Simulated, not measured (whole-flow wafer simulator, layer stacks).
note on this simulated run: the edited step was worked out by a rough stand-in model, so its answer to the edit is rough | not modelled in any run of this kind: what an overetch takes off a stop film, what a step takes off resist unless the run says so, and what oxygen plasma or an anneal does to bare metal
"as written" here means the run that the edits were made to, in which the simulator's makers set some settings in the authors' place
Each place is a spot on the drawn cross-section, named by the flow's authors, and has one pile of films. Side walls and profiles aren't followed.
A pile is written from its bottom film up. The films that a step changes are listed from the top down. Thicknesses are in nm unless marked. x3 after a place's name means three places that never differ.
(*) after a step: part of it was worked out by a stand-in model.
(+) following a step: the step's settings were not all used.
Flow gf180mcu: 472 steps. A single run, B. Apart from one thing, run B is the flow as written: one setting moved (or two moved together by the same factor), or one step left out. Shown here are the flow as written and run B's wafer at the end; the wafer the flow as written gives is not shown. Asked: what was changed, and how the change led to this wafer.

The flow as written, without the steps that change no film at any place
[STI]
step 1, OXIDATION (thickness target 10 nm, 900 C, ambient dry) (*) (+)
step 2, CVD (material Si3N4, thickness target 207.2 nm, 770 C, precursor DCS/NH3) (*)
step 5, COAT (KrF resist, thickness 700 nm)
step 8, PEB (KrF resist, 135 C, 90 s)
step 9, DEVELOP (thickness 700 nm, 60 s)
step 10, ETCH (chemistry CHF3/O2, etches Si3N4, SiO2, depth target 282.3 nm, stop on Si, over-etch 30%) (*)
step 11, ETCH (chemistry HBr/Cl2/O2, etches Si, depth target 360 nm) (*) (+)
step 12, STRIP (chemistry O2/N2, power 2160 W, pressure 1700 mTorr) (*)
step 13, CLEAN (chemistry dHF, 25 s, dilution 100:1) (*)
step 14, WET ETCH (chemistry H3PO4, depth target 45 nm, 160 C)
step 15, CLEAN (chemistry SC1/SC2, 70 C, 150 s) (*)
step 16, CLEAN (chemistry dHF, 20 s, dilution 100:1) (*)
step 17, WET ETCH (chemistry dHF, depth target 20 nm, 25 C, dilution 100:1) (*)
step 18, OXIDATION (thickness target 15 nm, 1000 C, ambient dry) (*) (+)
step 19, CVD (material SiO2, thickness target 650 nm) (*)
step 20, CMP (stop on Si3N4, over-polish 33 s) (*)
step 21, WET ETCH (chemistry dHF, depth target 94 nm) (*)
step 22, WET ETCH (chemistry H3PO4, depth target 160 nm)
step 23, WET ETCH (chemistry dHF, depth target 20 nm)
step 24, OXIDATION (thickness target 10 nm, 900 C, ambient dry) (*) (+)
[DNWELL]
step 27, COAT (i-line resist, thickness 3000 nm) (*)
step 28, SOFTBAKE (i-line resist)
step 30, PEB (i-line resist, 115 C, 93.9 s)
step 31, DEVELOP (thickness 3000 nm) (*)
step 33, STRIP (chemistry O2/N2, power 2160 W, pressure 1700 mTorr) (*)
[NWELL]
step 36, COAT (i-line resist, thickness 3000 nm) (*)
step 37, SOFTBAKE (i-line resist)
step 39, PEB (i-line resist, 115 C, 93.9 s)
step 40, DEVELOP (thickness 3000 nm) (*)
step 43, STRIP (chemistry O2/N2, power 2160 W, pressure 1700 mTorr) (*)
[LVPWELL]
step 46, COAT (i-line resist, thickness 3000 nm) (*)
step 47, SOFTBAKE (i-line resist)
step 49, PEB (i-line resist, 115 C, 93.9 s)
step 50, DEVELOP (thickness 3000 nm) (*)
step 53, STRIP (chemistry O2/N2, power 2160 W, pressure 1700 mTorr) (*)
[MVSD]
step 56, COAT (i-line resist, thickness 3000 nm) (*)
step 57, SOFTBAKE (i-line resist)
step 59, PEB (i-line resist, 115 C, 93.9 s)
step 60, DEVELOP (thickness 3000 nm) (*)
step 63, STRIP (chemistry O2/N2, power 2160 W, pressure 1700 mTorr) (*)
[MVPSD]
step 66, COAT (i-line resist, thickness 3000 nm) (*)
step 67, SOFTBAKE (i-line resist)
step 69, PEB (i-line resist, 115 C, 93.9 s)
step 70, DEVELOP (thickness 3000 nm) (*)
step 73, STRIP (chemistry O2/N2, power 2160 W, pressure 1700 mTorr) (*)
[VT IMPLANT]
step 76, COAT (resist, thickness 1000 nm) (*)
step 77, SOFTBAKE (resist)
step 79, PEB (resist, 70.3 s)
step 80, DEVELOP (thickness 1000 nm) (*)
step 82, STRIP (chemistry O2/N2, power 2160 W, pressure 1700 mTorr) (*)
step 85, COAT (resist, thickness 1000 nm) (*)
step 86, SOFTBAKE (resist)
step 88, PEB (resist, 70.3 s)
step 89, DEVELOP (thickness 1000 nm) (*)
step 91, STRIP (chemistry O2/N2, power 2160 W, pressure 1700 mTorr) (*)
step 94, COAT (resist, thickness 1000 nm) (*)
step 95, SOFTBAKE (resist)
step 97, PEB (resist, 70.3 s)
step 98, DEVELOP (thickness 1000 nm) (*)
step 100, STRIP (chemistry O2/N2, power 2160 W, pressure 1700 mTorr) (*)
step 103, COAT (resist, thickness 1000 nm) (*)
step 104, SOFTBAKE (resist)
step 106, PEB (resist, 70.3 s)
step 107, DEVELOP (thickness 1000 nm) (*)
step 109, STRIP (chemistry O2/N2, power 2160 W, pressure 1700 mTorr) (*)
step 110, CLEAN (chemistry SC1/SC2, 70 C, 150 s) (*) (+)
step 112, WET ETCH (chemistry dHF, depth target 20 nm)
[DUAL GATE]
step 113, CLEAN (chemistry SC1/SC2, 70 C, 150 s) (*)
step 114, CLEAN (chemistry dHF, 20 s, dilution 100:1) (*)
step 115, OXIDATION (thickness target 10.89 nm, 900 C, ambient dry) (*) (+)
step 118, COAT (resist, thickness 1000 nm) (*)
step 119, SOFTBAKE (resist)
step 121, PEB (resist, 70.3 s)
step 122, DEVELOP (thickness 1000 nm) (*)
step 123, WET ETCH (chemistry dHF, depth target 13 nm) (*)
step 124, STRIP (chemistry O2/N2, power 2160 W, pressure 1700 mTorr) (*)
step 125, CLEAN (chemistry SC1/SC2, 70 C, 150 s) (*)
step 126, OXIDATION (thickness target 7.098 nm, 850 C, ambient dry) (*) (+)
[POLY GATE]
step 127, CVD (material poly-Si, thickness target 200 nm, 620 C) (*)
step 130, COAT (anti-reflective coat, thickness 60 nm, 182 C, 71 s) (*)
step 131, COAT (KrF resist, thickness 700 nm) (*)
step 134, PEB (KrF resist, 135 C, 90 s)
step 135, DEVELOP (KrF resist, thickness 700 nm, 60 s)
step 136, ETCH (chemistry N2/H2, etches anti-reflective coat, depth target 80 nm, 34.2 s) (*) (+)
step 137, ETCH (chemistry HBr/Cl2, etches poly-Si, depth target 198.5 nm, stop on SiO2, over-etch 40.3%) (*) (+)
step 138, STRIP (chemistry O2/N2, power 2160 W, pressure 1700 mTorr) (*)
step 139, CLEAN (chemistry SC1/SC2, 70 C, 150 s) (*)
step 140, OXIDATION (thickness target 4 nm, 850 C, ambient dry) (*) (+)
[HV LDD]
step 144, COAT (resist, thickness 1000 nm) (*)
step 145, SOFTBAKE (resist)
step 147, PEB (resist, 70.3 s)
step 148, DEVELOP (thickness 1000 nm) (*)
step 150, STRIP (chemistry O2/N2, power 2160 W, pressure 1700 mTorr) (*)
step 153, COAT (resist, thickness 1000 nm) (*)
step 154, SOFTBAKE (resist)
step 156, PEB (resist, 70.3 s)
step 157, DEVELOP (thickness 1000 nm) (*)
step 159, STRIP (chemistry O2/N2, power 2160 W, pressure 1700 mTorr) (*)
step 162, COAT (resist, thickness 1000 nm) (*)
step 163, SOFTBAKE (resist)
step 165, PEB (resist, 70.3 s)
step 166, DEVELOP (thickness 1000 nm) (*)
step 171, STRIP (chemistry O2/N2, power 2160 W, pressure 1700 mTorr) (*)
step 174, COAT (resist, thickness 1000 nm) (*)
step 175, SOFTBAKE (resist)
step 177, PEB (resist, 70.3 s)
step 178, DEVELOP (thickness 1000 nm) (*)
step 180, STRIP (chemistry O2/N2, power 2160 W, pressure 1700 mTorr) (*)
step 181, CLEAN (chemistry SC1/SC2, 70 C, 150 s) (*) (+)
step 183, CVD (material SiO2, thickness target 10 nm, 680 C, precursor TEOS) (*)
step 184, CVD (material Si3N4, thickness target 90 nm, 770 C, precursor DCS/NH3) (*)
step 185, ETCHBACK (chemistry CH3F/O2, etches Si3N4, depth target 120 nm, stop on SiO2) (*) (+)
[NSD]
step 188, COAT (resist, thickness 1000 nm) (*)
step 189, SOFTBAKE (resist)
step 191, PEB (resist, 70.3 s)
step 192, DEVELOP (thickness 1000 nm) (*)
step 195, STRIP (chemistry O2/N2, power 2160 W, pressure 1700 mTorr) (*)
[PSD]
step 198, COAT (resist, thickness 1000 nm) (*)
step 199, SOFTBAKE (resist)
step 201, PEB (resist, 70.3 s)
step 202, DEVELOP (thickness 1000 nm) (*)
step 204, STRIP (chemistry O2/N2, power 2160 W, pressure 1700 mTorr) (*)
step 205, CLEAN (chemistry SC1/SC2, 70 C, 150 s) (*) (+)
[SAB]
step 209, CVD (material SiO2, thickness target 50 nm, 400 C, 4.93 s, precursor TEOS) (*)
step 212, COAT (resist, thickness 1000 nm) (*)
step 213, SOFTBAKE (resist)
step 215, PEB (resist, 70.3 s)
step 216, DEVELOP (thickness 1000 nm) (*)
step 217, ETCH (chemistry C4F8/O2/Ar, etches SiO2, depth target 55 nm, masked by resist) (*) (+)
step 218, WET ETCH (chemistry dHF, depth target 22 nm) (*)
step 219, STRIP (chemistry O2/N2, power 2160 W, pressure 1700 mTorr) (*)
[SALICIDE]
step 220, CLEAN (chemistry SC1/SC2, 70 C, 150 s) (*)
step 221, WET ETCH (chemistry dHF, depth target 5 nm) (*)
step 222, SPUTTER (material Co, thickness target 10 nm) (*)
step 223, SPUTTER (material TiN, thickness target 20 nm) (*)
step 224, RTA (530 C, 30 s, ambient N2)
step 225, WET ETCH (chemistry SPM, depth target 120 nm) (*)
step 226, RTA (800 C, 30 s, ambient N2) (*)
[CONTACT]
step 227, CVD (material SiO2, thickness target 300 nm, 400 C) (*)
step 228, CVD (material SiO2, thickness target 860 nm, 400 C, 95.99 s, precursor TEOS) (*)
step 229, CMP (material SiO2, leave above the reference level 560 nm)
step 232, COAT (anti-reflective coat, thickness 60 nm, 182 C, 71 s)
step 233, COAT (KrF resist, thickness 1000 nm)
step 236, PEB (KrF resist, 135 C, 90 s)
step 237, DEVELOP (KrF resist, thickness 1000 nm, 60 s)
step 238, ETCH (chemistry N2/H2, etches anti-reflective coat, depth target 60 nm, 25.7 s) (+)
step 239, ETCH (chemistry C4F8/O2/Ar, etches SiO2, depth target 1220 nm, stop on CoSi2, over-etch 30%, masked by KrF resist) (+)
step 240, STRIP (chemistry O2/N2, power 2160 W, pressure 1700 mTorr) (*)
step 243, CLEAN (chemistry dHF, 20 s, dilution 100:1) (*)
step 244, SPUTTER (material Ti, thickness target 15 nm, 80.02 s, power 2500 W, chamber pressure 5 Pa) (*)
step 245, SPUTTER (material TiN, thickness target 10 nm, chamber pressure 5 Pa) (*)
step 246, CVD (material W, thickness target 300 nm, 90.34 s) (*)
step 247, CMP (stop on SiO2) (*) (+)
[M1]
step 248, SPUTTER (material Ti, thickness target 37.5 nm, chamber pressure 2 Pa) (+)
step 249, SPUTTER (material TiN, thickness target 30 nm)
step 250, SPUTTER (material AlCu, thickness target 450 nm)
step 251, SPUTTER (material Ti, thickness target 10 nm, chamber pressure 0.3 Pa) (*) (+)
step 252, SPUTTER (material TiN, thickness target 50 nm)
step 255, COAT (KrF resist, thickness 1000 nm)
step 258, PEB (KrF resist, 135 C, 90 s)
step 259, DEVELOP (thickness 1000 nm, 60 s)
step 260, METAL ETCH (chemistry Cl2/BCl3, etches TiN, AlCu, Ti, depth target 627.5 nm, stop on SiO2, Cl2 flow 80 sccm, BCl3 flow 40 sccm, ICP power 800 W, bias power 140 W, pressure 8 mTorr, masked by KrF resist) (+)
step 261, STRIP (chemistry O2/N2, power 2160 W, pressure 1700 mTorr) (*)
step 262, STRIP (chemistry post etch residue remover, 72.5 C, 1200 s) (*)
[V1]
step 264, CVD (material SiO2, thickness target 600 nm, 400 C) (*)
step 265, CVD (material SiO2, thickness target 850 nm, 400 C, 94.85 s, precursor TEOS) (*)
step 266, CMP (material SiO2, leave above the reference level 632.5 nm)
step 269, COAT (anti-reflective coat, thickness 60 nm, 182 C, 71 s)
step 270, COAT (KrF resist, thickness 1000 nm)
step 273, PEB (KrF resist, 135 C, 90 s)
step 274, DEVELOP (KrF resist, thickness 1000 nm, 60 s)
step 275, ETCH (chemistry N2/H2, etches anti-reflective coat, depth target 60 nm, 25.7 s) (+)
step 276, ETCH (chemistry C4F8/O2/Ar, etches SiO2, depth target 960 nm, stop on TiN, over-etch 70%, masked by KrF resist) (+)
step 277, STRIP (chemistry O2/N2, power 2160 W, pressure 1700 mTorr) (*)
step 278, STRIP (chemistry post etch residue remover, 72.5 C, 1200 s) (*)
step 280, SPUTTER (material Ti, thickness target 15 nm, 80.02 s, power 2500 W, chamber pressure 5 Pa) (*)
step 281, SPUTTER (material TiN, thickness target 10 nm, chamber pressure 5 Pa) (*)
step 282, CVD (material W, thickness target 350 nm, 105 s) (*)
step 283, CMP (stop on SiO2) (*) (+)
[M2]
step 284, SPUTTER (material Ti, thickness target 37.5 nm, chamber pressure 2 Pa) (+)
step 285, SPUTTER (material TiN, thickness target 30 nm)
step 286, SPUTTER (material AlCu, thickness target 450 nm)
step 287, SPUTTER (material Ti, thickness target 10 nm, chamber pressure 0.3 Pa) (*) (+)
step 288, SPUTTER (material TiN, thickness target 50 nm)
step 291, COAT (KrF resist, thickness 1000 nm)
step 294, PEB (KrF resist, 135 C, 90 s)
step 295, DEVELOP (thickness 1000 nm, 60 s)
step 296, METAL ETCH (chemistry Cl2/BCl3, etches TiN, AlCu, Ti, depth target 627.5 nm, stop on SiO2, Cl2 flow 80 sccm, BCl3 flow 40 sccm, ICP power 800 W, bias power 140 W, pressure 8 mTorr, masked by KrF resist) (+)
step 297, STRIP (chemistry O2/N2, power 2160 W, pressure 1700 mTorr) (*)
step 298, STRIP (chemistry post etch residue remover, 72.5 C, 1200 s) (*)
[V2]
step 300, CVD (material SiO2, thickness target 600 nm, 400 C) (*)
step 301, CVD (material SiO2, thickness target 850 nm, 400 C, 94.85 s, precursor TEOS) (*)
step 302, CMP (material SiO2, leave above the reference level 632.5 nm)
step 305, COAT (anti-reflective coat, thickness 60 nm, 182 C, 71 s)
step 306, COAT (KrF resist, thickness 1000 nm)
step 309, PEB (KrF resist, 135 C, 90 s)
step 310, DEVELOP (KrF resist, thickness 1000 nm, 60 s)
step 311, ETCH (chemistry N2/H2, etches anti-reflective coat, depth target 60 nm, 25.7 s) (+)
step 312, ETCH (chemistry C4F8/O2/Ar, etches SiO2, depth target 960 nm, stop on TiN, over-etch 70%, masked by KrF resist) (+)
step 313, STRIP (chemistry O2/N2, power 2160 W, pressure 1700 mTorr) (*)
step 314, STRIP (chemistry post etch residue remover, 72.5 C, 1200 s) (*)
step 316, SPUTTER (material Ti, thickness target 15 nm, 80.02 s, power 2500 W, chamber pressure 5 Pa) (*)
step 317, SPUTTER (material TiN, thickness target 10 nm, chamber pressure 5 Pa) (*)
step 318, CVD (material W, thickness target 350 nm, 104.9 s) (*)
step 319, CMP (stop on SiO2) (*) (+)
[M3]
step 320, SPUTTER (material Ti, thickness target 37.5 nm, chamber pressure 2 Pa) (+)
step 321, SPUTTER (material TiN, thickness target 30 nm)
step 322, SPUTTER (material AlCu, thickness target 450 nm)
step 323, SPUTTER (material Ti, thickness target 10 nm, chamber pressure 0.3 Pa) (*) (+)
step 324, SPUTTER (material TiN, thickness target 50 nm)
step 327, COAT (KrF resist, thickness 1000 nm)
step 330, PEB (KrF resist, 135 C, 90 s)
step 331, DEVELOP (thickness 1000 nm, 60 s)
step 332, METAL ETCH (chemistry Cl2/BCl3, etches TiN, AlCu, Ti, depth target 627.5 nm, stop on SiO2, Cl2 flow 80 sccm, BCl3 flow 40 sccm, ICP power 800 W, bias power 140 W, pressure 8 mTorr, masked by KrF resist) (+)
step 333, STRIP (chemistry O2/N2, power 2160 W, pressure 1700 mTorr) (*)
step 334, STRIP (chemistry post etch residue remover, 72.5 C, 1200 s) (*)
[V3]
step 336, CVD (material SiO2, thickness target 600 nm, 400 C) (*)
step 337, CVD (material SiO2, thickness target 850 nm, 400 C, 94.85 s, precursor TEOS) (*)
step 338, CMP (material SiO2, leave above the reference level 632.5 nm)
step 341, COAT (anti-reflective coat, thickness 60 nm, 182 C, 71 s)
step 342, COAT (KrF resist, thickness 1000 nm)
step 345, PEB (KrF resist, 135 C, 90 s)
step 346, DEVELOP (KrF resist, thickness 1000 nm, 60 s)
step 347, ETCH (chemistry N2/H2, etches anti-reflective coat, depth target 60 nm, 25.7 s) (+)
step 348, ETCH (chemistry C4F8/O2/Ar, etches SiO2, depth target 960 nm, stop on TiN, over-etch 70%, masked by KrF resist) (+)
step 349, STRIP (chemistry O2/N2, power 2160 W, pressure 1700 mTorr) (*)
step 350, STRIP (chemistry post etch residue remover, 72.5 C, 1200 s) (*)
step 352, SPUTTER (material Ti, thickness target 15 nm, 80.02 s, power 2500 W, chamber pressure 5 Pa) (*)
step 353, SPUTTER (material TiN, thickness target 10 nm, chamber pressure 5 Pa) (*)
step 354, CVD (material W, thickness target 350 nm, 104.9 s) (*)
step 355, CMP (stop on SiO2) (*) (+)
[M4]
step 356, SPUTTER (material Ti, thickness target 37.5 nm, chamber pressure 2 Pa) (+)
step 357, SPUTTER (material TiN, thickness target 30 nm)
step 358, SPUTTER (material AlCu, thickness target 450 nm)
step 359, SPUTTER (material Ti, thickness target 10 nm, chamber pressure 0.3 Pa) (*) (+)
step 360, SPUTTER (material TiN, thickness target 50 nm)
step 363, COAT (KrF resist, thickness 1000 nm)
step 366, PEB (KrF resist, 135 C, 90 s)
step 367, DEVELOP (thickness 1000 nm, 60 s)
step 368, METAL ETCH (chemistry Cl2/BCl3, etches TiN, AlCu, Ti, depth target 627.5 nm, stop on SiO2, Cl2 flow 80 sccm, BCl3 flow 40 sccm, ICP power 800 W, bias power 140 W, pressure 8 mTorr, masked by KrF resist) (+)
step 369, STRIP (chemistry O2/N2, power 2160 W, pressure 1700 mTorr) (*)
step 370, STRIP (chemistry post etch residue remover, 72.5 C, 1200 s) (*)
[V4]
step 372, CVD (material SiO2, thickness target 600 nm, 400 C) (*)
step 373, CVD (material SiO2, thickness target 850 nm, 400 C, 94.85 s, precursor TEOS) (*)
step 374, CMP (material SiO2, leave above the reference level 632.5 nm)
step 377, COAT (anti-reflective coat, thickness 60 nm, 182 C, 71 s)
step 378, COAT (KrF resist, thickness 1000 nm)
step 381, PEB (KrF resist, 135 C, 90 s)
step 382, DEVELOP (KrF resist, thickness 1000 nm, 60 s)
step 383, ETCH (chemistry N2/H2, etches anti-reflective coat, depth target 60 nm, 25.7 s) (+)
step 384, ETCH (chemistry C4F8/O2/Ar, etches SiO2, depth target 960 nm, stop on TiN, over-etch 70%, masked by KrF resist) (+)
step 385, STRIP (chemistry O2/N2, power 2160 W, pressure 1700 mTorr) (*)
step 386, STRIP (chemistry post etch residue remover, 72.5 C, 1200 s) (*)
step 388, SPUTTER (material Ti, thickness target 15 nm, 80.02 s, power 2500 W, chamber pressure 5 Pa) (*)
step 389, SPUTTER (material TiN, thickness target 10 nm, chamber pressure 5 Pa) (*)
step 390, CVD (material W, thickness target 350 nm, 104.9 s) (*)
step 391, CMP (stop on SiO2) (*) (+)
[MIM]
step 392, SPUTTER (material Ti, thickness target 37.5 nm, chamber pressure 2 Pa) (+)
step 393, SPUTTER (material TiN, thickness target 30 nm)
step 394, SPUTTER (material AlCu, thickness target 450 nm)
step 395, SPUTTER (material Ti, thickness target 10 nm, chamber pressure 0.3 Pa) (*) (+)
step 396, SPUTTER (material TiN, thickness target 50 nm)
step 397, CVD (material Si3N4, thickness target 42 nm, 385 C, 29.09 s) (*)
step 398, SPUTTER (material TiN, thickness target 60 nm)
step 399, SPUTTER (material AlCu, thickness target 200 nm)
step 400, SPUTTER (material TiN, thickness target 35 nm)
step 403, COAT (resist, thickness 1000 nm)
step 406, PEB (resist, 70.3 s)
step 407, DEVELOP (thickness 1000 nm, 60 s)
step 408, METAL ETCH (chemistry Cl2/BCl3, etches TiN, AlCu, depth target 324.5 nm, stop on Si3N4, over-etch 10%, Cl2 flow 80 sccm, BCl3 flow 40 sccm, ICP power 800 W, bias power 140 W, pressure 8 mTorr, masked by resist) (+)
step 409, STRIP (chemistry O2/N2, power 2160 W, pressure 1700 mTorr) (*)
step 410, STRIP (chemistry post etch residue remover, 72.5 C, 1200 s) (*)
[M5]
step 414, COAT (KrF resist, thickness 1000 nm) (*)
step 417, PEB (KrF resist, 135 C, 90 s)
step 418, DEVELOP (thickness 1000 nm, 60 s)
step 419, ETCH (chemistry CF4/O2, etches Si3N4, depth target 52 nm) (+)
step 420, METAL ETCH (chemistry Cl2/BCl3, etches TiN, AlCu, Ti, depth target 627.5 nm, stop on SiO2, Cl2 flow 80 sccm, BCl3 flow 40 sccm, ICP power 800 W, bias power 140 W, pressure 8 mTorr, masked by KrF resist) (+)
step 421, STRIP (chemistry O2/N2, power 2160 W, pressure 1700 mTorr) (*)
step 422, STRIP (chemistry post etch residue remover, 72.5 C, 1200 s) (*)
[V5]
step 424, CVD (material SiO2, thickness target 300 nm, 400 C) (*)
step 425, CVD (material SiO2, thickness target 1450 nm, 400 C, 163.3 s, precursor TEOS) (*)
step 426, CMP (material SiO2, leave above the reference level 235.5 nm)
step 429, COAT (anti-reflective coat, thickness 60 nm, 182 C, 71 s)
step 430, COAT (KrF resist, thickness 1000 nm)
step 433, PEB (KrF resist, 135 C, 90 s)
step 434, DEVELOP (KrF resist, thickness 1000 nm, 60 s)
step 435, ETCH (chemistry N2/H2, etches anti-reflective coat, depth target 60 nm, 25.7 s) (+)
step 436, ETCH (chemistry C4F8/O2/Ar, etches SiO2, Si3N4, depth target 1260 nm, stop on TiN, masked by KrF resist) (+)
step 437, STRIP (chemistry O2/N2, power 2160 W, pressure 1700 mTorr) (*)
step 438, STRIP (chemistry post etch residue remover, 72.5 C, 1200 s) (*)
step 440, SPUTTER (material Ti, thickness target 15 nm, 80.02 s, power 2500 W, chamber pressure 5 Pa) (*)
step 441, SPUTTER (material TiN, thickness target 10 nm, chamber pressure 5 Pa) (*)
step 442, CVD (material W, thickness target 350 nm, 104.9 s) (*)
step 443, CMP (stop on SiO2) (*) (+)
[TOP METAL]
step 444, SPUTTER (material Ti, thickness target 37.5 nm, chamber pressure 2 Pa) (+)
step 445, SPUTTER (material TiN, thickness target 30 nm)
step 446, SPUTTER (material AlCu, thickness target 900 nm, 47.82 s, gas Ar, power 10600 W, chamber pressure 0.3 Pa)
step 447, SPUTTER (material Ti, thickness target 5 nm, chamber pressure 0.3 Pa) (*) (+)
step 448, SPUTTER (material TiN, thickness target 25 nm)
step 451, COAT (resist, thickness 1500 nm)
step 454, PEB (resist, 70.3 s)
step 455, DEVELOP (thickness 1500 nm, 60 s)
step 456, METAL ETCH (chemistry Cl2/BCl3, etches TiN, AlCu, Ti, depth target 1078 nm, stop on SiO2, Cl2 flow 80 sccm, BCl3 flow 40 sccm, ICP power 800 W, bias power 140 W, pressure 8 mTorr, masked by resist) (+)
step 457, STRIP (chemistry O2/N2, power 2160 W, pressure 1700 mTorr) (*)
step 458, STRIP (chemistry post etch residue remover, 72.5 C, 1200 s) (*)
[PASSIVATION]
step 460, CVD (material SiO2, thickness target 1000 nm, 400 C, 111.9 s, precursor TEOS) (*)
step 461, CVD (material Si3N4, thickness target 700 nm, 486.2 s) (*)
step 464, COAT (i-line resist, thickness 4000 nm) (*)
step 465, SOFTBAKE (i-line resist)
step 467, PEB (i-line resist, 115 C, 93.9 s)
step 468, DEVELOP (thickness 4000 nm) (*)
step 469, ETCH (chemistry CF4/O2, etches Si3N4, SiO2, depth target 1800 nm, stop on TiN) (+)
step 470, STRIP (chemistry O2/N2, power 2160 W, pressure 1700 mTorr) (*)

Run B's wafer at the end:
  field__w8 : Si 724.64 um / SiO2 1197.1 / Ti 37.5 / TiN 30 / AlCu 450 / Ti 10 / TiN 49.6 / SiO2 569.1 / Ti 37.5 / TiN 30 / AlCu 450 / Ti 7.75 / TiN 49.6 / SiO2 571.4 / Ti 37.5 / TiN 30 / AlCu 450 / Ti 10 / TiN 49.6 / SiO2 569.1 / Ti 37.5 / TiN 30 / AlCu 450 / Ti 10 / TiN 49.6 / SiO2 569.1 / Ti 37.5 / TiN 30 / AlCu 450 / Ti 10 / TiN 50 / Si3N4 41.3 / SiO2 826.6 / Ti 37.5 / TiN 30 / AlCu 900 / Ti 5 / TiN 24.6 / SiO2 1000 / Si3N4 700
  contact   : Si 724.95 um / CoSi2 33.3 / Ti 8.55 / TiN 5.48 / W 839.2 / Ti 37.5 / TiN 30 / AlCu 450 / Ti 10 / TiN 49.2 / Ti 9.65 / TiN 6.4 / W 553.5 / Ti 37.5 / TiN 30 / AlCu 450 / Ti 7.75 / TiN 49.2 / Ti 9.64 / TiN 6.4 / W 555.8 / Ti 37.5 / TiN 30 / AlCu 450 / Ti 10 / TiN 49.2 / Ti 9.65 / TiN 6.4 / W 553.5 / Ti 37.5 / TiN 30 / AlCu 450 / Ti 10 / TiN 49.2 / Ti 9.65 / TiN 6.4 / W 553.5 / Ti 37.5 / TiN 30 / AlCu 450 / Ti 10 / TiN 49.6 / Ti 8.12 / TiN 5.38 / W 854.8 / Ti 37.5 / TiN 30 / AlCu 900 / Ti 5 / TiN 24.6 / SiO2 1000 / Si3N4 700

The reason: step 287, SPUTTER: thickness target 7.75 nm was run, while the flow as written has thickness target 10 nm.
One can read it off the wafer: field__w8 has Ti 7.75, and step 287 as written asks for 10 nm.

The path from the change to this, step by step:
  step 287, SPUTTER (material Ti, thickness target 10 nm, chamber pressure 0.3 Pa) (*) (+)
      field, field__w1, field__w2 and 108 more: Ti gains 7.75 (new film) (as written it would have been: Ti gains 10 (new film))
  step 296, METAL ETCH (chemistry Cl2/BCl3, etches TiN, AlCu, Ti, depth target 627.5 nm, stop on SiO2, Cl2 flow 80 sccm, BCl3 flow 40 sccm, ICP power 800 W, bias power 140 W, pressure 8 mTorr, masked by KrF resist) (+)
      field, field__w1, field__w2 and 103 more: TiN loses 50 (all of it), Ti loses 7.75 (all of it), AlCu loses 450 (all of it), TiN loses 30 (all of it), Ti loses 37.5 (all of it) (as written it would have been: TiN loses 50 (all of it), Ti loses 10 (all of it), AlCu loses 450 (all of it), TiN loses 30 (all of it), Ti loses 37.5 (all of it))
